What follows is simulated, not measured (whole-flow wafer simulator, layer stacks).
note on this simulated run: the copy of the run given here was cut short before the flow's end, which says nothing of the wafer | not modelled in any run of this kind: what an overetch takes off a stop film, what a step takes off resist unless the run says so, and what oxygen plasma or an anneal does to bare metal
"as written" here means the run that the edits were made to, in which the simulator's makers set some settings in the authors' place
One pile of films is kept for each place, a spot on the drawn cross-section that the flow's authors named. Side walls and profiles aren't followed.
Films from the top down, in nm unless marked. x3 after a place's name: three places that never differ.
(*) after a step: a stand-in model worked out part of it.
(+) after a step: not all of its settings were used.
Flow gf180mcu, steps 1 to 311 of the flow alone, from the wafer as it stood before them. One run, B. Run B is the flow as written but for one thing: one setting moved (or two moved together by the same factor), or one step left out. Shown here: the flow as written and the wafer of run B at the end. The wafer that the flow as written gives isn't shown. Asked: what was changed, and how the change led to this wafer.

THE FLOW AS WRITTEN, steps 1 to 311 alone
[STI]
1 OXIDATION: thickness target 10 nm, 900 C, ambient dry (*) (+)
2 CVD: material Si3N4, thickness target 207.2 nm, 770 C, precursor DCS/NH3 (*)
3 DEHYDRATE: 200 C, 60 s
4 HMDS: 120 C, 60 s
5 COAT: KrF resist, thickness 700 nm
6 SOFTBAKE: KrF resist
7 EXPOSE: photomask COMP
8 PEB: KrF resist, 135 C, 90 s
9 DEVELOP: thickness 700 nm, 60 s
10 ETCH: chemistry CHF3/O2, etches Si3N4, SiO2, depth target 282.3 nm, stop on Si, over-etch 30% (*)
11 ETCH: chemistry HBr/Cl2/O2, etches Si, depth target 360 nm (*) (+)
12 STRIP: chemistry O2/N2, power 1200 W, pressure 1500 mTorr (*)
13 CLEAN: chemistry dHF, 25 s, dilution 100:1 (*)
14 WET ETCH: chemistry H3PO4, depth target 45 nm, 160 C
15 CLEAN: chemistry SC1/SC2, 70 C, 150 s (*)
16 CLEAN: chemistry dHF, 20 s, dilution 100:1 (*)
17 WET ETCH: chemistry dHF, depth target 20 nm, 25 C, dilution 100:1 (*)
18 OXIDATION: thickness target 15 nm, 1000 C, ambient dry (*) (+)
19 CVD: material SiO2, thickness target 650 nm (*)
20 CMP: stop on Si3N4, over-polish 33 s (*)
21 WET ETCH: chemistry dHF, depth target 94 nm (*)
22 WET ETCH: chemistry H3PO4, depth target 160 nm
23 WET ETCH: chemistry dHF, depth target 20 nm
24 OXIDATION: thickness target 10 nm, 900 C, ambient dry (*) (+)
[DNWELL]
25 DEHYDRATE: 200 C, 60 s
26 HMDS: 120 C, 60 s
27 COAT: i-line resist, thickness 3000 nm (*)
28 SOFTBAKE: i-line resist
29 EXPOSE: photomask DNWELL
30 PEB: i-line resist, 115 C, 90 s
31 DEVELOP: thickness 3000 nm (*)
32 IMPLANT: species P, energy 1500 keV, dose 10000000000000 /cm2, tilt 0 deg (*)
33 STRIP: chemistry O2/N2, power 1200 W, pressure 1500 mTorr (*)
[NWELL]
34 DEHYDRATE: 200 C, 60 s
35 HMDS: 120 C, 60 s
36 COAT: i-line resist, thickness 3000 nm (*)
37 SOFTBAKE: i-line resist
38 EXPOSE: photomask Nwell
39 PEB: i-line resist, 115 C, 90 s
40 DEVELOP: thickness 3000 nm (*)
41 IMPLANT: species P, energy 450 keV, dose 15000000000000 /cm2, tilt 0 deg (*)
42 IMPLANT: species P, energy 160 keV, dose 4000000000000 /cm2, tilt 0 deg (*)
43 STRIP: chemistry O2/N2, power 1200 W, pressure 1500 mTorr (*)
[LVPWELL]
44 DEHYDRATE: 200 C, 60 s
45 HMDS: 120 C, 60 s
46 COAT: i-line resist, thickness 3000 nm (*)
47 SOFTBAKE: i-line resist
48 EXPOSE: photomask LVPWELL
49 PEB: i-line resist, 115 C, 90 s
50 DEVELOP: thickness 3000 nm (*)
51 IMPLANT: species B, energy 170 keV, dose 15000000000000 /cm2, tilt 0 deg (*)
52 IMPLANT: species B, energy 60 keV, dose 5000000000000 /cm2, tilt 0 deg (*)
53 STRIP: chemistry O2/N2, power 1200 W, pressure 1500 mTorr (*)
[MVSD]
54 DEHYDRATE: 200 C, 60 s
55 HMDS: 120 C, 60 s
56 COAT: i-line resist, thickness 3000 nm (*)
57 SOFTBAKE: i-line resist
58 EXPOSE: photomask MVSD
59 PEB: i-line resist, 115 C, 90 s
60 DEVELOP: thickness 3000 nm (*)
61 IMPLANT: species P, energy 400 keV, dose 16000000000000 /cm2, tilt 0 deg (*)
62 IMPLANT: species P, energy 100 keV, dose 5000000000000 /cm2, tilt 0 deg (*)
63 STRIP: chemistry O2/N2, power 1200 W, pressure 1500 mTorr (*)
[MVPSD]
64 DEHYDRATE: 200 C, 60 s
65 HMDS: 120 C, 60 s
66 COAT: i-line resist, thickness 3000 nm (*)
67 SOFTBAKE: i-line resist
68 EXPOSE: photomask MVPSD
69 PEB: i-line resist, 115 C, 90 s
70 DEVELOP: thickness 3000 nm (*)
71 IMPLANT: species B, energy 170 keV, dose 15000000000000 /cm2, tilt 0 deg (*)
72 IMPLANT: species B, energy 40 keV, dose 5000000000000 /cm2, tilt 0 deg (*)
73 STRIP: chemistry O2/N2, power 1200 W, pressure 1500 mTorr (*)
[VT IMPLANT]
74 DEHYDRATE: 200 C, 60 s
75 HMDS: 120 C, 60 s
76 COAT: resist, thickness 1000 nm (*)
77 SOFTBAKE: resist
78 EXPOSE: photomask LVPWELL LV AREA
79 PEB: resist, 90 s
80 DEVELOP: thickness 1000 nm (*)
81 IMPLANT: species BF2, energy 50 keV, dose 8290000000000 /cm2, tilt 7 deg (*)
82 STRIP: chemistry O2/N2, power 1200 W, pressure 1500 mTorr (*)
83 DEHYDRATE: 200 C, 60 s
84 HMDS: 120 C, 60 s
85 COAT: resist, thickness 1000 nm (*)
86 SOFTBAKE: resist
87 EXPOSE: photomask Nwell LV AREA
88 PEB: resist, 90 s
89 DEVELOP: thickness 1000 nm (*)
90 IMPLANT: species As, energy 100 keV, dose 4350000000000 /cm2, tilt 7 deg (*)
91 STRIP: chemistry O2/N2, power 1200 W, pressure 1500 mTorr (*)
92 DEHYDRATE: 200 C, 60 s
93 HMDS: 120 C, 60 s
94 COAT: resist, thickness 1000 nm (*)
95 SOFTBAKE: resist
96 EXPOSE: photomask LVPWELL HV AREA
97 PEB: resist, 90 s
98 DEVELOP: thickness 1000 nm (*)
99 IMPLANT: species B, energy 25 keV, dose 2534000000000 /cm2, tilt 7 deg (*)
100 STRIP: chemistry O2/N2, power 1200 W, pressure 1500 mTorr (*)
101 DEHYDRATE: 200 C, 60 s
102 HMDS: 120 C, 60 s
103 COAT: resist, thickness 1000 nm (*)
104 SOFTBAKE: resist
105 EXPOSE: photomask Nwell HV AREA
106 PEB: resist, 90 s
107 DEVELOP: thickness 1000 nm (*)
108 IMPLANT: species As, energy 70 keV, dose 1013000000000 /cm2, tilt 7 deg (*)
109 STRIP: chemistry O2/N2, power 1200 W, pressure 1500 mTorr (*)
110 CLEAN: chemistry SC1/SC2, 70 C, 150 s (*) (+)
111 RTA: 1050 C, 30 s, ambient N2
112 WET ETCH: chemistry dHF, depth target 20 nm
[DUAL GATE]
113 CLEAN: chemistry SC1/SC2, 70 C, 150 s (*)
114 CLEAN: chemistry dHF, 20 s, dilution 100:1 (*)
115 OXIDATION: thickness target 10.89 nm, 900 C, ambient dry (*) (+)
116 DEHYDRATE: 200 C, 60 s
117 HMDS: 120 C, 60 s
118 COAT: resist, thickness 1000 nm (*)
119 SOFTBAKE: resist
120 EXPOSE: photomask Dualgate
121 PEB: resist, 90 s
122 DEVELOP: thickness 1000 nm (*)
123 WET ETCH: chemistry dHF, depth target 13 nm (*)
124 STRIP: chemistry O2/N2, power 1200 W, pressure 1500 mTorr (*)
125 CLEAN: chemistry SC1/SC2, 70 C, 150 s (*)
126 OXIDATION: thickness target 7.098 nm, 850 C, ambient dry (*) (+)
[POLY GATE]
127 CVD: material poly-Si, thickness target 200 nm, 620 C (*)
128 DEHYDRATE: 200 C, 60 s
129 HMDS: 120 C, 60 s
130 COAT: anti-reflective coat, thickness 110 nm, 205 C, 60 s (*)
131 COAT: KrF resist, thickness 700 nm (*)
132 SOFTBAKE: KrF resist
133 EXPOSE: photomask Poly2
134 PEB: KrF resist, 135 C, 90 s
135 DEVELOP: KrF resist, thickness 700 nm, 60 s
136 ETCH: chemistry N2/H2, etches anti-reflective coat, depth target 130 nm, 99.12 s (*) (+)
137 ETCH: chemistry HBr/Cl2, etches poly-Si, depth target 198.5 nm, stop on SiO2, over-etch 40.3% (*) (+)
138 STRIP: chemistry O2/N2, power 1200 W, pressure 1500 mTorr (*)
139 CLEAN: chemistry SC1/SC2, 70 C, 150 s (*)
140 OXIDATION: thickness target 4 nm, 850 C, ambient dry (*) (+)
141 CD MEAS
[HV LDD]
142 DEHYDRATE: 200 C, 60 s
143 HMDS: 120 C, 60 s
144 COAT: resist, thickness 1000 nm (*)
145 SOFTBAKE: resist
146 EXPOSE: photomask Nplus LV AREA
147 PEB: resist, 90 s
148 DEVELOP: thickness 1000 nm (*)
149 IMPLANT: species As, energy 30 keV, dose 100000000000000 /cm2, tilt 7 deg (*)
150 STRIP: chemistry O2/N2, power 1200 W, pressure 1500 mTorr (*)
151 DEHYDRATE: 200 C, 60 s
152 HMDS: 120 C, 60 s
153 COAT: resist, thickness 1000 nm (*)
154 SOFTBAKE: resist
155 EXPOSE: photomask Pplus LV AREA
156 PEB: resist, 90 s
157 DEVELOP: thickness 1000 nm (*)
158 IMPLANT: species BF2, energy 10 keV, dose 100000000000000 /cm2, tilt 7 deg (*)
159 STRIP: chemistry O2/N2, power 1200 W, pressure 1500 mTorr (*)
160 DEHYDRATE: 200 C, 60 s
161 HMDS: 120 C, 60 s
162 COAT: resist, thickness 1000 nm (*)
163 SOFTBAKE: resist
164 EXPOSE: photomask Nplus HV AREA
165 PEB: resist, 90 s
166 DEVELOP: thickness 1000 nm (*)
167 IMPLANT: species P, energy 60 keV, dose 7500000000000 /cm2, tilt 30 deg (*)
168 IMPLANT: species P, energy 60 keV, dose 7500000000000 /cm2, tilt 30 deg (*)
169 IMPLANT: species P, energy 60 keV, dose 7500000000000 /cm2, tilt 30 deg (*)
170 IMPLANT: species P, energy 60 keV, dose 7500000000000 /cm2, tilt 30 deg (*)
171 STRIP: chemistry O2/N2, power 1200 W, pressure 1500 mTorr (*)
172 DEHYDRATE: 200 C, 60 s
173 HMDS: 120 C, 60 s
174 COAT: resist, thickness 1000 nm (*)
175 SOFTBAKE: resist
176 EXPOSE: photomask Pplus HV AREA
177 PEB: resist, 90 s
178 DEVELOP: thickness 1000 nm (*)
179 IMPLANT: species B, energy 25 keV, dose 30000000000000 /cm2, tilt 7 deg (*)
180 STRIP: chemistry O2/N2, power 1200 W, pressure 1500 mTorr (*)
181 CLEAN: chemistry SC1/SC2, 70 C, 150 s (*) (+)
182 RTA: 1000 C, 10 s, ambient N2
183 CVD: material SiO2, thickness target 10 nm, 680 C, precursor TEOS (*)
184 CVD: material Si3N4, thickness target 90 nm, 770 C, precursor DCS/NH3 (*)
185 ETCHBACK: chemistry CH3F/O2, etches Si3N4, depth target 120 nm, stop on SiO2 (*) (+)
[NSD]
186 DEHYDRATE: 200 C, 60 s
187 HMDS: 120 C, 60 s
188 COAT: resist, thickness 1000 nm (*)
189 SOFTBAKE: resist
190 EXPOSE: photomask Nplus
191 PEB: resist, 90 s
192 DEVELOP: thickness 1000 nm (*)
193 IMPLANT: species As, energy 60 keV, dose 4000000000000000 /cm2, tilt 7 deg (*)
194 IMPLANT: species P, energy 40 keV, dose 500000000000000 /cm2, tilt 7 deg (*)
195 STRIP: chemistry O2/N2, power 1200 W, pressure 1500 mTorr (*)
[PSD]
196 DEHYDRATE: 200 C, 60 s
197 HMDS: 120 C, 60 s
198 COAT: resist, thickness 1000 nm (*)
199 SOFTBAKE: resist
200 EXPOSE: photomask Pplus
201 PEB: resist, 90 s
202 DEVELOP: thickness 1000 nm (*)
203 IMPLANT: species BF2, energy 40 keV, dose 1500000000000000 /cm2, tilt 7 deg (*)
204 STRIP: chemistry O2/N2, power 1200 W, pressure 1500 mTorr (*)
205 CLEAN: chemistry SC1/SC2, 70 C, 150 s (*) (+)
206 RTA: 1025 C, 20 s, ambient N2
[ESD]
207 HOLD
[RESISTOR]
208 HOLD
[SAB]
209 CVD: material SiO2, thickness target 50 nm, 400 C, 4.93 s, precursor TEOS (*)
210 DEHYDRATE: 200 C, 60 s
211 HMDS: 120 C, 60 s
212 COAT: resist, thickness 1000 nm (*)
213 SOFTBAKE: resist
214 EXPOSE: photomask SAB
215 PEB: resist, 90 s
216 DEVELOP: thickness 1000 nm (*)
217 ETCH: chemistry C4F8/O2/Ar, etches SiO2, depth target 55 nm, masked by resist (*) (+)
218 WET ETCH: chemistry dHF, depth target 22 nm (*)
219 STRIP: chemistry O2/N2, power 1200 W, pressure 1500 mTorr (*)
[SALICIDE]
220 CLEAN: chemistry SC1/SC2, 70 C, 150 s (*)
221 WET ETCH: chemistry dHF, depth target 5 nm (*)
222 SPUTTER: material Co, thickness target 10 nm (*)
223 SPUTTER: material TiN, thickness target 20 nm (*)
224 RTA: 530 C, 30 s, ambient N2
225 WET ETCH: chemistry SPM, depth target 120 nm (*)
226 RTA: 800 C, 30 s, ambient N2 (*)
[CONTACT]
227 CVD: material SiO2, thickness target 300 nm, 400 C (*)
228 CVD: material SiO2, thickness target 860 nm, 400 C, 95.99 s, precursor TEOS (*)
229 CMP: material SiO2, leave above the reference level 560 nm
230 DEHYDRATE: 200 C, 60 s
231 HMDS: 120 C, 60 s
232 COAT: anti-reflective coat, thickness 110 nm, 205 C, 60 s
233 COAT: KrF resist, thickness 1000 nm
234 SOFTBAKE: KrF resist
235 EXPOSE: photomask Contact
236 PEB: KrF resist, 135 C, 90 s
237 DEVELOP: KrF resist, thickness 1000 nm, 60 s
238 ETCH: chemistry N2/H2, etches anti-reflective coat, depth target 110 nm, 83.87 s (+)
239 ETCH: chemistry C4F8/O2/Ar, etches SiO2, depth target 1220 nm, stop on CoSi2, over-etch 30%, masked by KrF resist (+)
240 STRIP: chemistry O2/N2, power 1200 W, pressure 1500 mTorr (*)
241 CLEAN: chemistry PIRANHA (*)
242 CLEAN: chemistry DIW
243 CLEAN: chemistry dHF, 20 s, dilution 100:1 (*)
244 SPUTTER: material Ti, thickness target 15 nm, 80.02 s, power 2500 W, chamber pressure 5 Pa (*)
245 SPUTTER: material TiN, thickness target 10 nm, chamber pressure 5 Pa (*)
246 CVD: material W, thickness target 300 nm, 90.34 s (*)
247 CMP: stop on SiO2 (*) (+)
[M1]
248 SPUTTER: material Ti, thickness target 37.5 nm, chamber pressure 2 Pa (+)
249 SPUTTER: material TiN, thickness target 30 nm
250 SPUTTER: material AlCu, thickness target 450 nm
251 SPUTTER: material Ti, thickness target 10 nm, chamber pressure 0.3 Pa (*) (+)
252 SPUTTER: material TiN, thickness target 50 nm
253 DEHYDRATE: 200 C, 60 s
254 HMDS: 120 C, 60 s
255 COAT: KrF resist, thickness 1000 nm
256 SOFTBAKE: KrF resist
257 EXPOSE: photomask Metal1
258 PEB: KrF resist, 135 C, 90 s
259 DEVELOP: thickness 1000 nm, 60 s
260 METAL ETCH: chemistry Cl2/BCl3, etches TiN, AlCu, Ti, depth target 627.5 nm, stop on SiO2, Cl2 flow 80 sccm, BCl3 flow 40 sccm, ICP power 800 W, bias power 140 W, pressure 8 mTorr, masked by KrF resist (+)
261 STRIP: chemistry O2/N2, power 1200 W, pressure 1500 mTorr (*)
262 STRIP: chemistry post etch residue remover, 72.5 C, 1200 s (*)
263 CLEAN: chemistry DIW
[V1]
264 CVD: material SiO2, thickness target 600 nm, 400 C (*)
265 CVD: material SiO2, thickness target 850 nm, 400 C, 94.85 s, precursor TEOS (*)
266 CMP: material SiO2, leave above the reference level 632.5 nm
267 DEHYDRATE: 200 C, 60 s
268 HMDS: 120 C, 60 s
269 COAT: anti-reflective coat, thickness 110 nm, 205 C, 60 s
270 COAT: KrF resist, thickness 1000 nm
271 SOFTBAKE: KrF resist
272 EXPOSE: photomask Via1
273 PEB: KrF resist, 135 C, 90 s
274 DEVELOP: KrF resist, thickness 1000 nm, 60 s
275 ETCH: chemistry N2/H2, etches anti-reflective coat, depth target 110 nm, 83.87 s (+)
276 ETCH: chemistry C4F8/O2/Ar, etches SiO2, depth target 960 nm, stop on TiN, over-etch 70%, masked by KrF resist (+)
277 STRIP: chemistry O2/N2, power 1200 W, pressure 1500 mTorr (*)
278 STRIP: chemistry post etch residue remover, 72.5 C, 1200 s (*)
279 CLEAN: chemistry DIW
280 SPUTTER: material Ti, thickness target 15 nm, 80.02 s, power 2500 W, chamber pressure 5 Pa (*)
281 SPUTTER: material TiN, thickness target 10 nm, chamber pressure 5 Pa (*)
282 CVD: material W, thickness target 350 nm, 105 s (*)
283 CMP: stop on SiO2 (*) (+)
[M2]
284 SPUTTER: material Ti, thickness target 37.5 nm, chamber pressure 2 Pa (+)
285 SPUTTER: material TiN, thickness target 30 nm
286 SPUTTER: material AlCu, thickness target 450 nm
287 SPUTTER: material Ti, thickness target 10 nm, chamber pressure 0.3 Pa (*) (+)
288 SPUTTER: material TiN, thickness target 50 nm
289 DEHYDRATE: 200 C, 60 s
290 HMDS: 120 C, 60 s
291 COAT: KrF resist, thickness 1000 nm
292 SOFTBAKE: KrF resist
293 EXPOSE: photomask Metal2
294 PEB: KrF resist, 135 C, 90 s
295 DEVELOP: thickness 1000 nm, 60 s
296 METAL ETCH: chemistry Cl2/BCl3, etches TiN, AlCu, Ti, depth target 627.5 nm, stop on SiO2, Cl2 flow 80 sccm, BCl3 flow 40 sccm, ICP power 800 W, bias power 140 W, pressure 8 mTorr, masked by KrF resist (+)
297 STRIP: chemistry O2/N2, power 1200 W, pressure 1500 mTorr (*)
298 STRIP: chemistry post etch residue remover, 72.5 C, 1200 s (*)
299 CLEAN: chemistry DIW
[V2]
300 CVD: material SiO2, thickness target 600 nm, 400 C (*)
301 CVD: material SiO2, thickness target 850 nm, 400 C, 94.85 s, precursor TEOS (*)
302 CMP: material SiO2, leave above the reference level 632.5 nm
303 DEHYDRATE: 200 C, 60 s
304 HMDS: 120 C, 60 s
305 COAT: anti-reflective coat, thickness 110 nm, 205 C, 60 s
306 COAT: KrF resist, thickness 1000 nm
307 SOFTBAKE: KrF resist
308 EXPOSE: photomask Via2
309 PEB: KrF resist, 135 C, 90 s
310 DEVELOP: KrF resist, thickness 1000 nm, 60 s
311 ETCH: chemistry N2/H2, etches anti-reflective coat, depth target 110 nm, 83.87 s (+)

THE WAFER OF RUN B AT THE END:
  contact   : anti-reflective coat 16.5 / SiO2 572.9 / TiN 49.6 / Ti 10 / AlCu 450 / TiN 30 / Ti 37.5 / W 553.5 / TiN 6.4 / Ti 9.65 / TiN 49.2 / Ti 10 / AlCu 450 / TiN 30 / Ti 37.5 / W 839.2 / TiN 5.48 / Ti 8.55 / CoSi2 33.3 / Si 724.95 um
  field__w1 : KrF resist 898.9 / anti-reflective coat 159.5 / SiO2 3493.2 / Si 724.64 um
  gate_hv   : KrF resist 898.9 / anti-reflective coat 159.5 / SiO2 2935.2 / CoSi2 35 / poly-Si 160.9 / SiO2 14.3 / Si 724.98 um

The cause: step 305, COAT: thickness 159.5 nm was run, where the flow has thickness 110 nm.
It can be read off the wafer: field__w1 has anti-reflective coat 159.5, and step 305 as written asks for 110 nm.

How the change led to this, step by step:
  305 COAT: anti-reflective coat, thickness 110 nm, 205 C, 60 s
      field, field__w1, field__w2 and 108 more: anti-reflective coat +159.5 (new film) (as written it would be: anti-reflective coat +110 (new film))
  311 ETCH: chemistry N2/H2, etches anti-reflective coat, depth target 110 nm, 83.87 s (+)
      contact: anti-reflective coat -143 (as written it would be: anti-reflective coat -110 (all of it), SiO2 -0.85)
